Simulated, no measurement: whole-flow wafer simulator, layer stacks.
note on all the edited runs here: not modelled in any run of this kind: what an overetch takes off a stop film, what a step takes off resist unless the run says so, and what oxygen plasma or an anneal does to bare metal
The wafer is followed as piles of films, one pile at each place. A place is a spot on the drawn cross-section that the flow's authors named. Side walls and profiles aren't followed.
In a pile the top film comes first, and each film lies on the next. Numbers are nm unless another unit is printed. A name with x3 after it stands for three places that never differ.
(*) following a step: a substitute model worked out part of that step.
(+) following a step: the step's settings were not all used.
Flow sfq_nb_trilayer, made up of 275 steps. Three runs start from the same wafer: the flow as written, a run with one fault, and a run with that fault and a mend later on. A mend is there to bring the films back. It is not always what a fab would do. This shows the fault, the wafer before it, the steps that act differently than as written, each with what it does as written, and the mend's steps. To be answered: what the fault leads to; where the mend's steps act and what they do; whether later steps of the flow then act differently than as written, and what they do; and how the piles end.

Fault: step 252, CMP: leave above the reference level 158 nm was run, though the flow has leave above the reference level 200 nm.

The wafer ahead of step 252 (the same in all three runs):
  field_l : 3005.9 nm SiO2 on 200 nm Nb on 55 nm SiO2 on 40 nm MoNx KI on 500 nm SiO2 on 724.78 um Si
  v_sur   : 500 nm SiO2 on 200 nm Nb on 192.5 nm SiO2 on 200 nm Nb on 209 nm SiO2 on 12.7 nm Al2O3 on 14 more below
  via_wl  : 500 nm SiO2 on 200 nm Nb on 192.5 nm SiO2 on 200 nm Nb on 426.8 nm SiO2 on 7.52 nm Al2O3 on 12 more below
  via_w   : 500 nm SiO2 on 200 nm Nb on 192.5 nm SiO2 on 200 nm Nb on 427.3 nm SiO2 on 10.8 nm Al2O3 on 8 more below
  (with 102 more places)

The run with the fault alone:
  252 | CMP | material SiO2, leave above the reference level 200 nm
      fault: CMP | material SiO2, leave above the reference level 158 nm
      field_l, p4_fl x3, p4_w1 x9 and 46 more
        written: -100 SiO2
        fault: -142 SiO2
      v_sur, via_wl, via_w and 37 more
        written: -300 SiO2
        fault: -342 SiO2
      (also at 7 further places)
  Steps later in the flow that act otherwise than as written (not shown: 4 more steps that differ only slightly, by at most 2% or 0.5 nm, whichever is larger):
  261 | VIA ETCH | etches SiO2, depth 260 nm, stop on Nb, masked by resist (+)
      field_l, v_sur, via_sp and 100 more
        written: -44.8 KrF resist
        fault: -40.8 KrF resist
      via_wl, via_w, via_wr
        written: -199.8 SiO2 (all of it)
        fault: -157.8 SiO2 (all of it)
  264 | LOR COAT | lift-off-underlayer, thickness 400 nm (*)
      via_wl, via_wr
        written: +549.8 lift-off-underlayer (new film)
        fault: +518.3 lift-off-underlayer (new film)
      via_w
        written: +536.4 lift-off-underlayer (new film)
        fault: +507.8 lift-off-underlayer (new film)
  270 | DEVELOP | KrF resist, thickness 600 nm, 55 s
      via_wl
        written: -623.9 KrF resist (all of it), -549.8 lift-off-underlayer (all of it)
        fault: -618.6 KrF resist (all of it), -518.3 lift-off-underlayer (all of it)
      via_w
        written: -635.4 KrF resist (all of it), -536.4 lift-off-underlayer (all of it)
        fault: -627.7 KrF resist (all of it), -507.8 lift-off-underlayer (all of it)
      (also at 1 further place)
  At v_sur, via_sp, via_v and 83 more, the piles at the end differ from the flow's by more than 2% or 0.5 nm, whichever is larger.
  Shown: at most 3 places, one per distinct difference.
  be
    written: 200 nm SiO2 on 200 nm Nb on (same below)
    fault: 158 nm SiO2 on 200 nm Nb on (same below)
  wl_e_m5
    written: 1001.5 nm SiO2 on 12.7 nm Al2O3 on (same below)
    fault: 959.5 nm SiO2 on 12.7 nm Al2O3 on (same below)
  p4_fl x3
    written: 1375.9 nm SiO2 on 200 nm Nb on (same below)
    fault: 1333.9 nm SiO2 on 200 nm Nb on (same below)

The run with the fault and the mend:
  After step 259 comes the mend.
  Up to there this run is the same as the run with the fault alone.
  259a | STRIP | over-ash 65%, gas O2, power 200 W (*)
      field_l, v_sur, via_sp and 100 more
        -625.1 KrF resist (all of it), -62 anti-reflective coat (all of it)
      via_wl, via_w, via_wr
        -62 anti-reflective coat (all of it)
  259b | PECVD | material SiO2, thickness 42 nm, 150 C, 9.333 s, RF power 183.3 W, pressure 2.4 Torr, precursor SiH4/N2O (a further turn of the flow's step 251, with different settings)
      field_l, v_sur, via_wl and 103 more
        +42 SiO2
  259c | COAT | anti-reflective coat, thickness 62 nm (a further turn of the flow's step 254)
      field_l, v_sur, via_wl and 103 more
        +62 anti-reflective coat (new film)
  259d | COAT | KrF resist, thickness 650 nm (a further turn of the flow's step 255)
      field_l, v_sur, via_wl and 103 more
        +650 KrF resist (new film)
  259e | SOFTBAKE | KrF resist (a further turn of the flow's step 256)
      leaves every film unchanged at each place that is followed
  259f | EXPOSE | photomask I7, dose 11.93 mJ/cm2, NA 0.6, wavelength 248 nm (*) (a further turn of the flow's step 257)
      leaves every film unchanged at each place that is followed
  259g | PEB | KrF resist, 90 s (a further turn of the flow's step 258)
      field_l, v_sur, via_wl and 103 more
        -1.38 KrF resist
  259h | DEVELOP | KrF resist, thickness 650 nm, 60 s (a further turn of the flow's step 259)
      field_l, v_sur, via_sp and 100 more
        -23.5 KrF resist
      via_wl, via_w, via_wr
        -648.6 KrF resist (all of it)
  Later steps of the flow that are run all act as written at every place that is followed.
  The piles end the same as the flow's at every place that both follow.
